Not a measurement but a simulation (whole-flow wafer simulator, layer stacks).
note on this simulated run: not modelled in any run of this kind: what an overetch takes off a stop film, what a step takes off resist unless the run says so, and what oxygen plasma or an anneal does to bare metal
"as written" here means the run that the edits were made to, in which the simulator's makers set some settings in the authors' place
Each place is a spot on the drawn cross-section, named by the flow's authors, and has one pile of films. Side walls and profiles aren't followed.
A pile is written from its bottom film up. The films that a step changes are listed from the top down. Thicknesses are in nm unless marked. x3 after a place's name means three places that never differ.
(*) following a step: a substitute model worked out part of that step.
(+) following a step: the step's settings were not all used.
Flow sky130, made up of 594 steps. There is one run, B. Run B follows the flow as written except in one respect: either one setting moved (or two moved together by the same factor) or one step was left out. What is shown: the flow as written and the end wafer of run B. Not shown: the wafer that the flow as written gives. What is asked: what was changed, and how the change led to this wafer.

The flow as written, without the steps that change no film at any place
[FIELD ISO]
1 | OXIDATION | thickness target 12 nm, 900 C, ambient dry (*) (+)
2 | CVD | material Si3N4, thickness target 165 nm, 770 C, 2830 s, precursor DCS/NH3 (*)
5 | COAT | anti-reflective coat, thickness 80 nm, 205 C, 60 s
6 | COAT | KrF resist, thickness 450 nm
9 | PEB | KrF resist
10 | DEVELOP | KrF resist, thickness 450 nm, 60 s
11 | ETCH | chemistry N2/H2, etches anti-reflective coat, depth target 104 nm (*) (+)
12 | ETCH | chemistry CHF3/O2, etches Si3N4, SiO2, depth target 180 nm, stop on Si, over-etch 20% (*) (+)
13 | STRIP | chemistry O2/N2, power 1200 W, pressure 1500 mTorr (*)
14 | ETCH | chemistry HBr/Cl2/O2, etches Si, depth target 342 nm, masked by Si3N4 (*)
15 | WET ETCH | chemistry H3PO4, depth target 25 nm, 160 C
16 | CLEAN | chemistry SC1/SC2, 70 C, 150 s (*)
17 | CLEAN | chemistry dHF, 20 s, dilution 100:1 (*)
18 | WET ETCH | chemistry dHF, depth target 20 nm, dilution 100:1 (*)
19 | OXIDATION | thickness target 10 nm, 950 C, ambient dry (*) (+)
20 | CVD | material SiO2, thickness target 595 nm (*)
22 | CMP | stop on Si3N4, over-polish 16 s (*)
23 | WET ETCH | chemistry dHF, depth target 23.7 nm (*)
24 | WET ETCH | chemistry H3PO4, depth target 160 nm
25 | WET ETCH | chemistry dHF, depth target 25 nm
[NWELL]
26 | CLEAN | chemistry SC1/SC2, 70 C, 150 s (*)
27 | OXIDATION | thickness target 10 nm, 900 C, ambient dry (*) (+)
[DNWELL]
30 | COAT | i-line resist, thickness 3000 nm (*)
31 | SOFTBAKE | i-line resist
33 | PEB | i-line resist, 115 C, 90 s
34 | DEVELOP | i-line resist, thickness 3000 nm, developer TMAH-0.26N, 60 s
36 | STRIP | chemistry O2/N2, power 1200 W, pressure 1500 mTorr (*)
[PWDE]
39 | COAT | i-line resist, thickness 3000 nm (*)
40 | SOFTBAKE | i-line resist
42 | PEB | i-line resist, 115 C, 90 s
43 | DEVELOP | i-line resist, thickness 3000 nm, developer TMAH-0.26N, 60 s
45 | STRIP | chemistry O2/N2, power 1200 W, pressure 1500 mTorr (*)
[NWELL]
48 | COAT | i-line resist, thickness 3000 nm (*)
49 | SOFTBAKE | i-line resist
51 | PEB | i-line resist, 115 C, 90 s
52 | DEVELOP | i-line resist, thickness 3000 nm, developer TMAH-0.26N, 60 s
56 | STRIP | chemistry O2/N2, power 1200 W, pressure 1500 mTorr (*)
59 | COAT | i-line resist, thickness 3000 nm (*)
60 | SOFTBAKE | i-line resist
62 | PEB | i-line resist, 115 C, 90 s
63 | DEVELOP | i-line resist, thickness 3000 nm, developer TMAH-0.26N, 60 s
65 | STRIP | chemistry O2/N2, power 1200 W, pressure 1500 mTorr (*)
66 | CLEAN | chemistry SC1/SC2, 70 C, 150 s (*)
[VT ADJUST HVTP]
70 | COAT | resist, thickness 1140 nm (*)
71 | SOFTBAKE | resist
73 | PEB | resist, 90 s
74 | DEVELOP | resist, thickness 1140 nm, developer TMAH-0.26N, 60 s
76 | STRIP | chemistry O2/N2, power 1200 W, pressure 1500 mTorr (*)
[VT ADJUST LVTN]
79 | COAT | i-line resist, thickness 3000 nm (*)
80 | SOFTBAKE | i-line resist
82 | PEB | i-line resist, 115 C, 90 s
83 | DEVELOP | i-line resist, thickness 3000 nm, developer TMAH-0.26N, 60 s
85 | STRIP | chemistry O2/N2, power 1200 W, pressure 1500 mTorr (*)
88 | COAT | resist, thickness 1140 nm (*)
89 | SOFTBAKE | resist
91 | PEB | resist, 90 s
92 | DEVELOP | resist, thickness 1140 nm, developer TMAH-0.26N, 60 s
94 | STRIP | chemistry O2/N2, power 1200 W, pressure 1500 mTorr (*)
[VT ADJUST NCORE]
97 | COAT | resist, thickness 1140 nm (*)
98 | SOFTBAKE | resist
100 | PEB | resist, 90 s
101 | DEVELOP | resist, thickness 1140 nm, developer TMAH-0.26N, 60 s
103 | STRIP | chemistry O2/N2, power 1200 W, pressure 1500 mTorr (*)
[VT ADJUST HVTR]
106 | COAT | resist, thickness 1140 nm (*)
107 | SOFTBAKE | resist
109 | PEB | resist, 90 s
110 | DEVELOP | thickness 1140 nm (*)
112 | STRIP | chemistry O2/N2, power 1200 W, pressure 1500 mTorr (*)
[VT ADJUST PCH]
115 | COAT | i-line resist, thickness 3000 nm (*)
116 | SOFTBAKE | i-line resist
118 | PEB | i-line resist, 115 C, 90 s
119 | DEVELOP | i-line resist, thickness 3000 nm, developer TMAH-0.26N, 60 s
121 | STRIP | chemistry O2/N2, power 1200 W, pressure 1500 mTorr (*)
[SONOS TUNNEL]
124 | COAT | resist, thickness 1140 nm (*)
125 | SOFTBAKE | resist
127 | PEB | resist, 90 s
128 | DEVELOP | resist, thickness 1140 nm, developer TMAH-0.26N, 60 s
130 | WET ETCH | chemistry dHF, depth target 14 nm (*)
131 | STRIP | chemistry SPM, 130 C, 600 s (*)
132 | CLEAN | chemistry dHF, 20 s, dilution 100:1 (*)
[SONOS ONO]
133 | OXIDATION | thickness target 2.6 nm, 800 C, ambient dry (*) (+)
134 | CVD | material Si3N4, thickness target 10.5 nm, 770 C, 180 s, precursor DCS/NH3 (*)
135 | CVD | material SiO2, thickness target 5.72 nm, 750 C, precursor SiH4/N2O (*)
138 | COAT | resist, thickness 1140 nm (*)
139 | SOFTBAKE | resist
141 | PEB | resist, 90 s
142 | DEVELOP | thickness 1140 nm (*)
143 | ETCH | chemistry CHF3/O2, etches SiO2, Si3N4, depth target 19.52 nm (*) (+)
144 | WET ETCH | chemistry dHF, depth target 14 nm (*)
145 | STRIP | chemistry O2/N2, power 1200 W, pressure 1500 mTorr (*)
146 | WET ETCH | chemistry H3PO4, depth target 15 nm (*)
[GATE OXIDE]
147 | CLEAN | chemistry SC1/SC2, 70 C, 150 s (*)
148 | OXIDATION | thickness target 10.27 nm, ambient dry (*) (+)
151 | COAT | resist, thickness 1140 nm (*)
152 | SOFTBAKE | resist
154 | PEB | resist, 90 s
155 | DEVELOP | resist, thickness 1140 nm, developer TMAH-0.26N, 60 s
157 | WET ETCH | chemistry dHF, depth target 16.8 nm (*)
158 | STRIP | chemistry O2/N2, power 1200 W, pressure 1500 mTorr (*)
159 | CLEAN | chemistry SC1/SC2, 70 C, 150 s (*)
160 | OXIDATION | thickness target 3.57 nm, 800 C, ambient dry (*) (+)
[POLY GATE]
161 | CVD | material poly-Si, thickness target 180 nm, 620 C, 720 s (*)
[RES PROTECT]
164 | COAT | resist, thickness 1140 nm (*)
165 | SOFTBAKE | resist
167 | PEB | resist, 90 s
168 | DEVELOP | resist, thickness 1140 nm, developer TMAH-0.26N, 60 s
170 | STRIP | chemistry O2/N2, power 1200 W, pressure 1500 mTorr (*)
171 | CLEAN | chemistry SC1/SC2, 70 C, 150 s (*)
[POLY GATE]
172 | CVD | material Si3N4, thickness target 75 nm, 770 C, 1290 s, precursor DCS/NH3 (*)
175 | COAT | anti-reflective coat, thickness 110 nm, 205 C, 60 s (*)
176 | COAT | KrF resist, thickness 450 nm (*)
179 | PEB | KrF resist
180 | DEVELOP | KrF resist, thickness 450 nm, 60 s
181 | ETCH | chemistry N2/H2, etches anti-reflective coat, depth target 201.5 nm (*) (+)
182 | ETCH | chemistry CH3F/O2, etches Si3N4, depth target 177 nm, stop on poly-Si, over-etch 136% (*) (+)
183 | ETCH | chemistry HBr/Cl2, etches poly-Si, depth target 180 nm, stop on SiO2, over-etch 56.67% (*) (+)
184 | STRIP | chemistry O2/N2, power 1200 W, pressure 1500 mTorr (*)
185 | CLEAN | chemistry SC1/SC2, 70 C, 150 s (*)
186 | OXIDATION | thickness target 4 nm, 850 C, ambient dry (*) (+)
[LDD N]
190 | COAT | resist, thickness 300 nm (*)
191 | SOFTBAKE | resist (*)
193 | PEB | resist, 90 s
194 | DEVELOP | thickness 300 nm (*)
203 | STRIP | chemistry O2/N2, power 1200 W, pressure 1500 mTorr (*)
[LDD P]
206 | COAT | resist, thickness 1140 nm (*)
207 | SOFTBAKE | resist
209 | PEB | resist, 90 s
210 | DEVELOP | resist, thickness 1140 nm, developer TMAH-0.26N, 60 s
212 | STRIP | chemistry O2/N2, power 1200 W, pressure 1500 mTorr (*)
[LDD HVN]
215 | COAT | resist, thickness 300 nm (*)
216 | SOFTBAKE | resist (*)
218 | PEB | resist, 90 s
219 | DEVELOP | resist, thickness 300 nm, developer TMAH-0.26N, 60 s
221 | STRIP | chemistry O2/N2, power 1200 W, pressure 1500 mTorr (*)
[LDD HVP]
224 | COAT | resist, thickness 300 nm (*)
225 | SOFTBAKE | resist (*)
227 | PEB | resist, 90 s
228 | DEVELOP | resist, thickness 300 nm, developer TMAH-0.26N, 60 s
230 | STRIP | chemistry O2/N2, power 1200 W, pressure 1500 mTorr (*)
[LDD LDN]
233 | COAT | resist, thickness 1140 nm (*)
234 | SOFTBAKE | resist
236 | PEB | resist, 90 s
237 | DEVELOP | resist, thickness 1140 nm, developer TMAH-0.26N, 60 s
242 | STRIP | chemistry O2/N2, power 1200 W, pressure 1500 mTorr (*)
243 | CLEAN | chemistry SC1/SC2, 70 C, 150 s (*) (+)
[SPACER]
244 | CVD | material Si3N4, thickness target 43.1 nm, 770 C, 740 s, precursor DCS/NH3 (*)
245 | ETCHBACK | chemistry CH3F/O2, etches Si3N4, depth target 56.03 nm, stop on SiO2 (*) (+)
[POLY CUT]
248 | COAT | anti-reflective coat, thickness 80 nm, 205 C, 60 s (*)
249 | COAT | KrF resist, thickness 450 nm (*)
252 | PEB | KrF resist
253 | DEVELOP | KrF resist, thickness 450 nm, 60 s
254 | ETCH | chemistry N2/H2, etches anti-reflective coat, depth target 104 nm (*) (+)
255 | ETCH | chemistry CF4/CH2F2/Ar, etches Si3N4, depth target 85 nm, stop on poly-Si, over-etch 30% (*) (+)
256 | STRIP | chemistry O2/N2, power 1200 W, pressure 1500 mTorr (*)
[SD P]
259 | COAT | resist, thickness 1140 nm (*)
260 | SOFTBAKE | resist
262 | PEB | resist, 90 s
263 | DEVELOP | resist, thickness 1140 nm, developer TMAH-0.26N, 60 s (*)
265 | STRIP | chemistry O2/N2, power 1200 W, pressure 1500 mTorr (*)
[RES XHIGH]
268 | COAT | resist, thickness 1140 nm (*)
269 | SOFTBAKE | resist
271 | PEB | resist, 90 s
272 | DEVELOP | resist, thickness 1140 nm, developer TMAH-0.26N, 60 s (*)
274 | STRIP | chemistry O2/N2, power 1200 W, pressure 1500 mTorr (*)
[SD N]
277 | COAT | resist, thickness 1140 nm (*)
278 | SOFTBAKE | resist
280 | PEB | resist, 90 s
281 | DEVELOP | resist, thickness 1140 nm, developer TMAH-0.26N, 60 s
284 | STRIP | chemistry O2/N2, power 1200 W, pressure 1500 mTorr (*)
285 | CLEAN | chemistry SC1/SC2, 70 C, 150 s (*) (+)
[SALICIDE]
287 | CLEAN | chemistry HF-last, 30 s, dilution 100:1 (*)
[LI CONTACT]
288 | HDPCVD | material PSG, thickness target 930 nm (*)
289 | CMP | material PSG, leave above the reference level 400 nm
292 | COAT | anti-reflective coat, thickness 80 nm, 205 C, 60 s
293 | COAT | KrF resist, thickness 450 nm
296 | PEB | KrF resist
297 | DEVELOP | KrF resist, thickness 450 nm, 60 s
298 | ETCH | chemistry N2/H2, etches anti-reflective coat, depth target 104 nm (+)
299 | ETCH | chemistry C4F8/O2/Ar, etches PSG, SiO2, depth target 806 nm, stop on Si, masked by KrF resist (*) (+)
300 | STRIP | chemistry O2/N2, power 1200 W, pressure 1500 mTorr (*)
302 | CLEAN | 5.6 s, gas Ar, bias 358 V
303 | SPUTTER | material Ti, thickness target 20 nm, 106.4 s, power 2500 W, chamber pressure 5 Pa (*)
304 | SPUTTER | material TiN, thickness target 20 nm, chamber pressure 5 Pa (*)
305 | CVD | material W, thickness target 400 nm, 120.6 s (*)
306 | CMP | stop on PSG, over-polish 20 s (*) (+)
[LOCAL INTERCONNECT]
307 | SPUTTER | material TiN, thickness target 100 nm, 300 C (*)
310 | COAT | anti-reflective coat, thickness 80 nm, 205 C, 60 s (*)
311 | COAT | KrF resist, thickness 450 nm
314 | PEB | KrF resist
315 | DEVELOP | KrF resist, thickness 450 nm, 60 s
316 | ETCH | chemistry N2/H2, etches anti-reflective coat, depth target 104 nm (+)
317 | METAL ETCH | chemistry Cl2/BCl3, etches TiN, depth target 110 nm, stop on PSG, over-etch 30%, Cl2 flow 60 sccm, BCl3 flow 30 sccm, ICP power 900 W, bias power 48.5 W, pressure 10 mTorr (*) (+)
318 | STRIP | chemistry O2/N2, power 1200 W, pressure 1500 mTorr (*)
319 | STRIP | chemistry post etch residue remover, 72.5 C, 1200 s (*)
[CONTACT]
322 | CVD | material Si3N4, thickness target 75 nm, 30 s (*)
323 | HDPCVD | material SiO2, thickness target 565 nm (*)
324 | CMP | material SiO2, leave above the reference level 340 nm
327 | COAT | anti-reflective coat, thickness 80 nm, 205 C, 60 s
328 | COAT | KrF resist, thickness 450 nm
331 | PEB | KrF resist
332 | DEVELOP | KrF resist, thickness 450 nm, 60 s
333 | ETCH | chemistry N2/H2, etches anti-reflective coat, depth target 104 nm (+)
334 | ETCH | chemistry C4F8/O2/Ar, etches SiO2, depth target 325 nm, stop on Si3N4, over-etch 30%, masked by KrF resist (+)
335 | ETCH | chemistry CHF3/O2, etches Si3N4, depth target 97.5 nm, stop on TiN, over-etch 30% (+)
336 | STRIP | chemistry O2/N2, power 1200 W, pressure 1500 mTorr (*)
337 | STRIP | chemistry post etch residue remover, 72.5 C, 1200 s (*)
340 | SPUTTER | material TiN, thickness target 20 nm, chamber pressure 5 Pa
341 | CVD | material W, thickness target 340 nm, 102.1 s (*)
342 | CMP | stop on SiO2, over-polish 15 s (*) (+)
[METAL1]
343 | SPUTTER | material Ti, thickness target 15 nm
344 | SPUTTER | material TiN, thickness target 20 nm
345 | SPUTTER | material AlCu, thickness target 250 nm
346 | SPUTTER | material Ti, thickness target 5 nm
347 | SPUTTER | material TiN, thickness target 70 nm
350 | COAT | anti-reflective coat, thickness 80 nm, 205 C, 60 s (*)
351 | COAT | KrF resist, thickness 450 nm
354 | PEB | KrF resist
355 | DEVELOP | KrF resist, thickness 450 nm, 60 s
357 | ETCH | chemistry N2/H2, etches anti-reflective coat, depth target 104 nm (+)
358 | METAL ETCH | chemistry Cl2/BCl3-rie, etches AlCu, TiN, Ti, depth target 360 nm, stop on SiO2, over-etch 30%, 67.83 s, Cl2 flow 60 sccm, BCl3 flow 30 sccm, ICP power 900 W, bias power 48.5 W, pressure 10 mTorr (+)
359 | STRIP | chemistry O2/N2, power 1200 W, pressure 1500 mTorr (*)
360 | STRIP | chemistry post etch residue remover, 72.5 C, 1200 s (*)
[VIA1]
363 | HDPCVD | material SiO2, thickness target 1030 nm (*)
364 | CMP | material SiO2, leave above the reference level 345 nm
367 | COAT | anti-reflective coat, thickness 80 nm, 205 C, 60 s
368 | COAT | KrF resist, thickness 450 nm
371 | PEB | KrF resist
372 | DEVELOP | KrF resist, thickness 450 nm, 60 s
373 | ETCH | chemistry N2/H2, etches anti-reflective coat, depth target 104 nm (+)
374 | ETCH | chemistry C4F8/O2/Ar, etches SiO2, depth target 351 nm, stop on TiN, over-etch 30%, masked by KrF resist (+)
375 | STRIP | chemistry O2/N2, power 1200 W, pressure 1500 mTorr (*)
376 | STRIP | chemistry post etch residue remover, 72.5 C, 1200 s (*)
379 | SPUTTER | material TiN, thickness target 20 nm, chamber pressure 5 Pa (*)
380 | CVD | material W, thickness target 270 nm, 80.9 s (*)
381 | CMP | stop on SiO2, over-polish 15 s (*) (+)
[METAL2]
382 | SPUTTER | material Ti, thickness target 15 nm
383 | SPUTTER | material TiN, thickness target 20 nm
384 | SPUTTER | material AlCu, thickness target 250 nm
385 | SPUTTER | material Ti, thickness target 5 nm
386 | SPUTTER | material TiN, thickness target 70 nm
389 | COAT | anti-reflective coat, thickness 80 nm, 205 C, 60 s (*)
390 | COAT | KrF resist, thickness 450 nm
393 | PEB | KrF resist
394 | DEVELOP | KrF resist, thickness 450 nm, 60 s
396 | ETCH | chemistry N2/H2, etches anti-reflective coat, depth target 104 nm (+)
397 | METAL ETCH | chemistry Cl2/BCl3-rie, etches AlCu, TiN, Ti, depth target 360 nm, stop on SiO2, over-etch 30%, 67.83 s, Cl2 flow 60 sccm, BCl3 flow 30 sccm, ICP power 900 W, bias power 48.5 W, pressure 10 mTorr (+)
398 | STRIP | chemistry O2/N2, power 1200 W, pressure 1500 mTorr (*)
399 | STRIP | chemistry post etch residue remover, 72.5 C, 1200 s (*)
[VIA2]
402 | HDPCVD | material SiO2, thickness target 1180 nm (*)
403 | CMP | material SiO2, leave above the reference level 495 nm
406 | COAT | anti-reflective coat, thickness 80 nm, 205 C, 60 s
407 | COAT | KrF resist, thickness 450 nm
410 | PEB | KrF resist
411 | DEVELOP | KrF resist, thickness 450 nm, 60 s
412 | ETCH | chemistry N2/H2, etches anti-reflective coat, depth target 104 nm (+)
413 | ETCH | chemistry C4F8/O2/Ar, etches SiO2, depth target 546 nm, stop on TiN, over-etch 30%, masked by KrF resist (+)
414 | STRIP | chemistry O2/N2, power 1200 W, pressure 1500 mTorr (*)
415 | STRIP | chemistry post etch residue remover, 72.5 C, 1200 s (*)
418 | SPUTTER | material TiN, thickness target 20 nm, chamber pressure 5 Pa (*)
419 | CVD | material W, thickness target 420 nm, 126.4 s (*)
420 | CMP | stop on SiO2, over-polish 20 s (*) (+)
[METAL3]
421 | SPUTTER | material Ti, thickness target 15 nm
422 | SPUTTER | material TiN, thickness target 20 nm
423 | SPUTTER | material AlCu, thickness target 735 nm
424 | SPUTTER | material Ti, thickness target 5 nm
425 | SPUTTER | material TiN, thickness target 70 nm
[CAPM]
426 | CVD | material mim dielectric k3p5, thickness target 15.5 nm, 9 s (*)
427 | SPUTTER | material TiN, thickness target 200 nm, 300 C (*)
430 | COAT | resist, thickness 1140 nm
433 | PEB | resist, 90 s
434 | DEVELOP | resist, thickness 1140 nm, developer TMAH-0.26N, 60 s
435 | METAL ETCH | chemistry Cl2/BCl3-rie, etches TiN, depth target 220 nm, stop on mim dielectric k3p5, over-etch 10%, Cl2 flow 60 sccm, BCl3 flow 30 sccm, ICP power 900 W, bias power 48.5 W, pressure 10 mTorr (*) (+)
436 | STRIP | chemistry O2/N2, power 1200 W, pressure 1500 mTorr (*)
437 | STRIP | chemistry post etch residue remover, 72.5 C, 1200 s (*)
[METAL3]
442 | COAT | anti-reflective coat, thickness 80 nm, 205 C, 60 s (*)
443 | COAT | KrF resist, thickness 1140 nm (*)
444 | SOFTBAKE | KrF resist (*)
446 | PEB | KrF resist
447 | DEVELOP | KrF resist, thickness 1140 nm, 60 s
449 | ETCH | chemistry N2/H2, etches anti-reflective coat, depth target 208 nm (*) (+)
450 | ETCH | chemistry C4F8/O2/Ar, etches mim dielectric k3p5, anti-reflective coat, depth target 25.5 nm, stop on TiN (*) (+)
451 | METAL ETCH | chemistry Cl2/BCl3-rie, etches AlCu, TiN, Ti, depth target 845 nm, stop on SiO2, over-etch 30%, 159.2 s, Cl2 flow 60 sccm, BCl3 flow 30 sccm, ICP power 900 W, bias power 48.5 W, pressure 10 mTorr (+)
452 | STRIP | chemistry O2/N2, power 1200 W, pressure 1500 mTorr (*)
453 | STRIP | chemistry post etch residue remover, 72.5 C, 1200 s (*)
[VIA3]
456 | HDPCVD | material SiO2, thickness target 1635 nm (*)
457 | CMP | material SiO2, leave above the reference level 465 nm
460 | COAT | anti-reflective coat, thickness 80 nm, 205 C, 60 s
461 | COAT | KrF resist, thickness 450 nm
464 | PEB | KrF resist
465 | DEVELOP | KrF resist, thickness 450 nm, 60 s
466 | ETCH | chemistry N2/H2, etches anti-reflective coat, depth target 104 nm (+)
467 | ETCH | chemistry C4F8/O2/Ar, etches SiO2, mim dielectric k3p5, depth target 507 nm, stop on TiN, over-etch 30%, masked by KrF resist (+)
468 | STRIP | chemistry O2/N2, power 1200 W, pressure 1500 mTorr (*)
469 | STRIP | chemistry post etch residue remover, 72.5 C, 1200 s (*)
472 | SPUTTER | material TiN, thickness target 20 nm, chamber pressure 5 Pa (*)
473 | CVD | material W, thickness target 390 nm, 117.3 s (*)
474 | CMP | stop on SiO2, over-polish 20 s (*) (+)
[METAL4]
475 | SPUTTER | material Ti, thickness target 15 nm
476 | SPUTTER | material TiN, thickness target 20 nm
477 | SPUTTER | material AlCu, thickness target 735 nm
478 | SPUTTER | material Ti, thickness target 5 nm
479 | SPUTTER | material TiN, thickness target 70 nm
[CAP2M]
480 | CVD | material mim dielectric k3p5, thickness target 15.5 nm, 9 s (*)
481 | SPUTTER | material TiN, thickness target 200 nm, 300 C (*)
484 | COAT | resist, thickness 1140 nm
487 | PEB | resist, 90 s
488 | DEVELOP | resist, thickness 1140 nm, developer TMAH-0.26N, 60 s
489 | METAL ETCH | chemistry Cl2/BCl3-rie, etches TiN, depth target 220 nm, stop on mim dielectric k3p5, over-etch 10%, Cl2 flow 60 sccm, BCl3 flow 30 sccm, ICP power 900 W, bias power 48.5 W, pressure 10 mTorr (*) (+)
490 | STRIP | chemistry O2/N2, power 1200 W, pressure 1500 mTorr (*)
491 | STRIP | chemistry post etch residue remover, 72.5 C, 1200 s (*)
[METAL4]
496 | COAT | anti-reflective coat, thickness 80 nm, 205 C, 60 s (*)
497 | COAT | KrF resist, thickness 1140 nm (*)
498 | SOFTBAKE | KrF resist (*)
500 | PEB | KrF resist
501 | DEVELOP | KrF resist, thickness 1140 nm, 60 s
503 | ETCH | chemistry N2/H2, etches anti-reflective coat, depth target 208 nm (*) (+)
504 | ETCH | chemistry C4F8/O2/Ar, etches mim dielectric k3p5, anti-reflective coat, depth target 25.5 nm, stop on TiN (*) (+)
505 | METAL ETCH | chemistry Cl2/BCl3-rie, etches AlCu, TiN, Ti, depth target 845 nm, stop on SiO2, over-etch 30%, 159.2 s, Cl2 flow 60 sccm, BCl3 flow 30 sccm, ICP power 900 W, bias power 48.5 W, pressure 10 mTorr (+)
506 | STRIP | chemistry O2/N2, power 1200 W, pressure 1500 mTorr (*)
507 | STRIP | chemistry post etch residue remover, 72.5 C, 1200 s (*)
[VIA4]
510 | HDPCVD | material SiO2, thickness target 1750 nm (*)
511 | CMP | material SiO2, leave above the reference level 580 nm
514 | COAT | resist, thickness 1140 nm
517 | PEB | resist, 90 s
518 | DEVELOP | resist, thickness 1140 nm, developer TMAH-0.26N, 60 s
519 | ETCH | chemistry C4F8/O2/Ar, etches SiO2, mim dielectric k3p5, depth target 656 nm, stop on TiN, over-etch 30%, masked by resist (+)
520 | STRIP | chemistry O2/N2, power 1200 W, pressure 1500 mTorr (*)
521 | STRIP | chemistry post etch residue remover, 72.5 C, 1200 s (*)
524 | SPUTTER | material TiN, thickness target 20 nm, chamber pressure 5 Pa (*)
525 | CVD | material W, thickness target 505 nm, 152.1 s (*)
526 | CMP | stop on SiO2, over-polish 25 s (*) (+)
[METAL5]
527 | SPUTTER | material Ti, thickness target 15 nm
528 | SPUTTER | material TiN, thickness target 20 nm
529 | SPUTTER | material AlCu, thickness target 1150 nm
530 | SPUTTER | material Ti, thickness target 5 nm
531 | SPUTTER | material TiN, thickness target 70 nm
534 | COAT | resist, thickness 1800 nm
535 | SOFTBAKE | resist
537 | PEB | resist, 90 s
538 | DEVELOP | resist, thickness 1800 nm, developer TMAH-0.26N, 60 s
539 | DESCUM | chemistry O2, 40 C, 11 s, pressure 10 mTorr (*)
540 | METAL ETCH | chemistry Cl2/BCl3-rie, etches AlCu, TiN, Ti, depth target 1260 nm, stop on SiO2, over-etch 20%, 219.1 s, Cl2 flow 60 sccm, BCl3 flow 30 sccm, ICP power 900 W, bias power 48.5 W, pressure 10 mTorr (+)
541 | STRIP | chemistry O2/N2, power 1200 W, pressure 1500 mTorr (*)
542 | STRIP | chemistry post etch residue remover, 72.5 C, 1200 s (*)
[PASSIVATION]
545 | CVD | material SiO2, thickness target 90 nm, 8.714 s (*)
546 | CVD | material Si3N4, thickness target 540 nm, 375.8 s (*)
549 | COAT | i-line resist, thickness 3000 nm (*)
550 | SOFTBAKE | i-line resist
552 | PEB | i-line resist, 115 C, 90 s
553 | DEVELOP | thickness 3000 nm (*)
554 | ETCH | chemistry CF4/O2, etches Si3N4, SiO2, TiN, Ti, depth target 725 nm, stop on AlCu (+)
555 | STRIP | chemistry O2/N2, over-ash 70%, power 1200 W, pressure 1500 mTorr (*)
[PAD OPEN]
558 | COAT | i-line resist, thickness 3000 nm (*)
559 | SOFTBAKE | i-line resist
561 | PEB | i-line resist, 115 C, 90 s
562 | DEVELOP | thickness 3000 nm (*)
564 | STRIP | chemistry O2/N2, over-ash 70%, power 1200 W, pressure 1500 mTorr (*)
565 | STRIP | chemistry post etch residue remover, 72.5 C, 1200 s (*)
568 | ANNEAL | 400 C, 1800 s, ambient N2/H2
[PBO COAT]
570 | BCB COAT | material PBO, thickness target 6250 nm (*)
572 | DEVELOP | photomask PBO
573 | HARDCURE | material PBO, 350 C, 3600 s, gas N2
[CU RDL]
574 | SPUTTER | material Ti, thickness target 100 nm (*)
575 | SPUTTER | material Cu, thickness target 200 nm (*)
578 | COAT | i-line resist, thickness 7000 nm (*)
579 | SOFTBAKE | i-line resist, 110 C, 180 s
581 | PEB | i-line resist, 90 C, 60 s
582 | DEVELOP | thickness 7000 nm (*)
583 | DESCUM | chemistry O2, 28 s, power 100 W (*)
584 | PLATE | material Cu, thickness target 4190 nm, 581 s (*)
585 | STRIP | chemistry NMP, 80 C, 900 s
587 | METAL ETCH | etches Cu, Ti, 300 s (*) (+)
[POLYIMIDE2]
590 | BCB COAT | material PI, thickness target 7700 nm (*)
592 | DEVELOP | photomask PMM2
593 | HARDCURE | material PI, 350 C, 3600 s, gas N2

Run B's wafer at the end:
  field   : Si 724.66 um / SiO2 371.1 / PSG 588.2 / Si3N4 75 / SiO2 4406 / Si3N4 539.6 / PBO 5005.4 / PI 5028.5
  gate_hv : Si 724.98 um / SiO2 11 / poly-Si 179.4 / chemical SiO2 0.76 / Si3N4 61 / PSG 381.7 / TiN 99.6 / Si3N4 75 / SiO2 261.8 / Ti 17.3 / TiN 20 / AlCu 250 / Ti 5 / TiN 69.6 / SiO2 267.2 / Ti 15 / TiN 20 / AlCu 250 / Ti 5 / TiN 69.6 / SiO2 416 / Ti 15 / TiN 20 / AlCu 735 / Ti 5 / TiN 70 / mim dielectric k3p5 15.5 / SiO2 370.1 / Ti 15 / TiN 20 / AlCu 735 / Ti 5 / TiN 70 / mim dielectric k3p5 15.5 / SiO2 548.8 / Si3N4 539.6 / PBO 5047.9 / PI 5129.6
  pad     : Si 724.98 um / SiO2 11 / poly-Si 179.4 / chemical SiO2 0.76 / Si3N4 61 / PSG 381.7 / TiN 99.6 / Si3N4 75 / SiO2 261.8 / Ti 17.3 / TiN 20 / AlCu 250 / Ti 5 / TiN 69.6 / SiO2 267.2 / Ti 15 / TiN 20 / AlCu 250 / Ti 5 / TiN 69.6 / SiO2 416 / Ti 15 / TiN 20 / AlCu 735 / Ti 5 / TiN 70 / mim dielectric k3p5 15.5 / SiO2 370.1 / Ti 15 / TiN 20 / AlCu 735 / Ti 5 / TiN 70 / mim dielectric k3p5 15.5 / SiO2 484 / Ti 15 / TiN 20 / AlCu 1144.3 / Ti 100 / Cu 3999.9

The reason: step 343, SPUTTER: thickness target 17.3 nm was run, though the flow has thickness target 15 nm.
The wafer lets one read it off: gate_hv has Ti 17.3, and step 343 as written asks for 15 nm.

The path from the change to this, step by step:
  343 | SPUTTER | material Ti, thickness target 15 nm
      field, active, n_well and 188 more: +17.3 Ti (new film) (in the flow as written it would be: +15 Ti (new film))
  358 | METAL ETCH | chemistry Cl2/BCl3-rie, etches AlCu, TiN, Ti, depth target 360 nm, stop on SiO2, over-etch 30%, 67.83 s, Cl2 flow 60 sccm, BCl3 flow 30 sccm, ICP power 900 W, bias power 48.5 W, pressure 10 mTorr (+)
      field, active, gate and 81 more: -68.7 TiN (all of it), -5 Ti (all of it), -250 AlCu (all of it), -20 TiN (all of it), -17.3 Ti (all of it), -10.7 SiO2 (in the flow as written it would be: -68.7 TiN (all of it), -5 Ti (all of it), -250 AlCu (all of it), -20 TiN (all of it), -15 Ti (all of it), -10.9 SiO2)
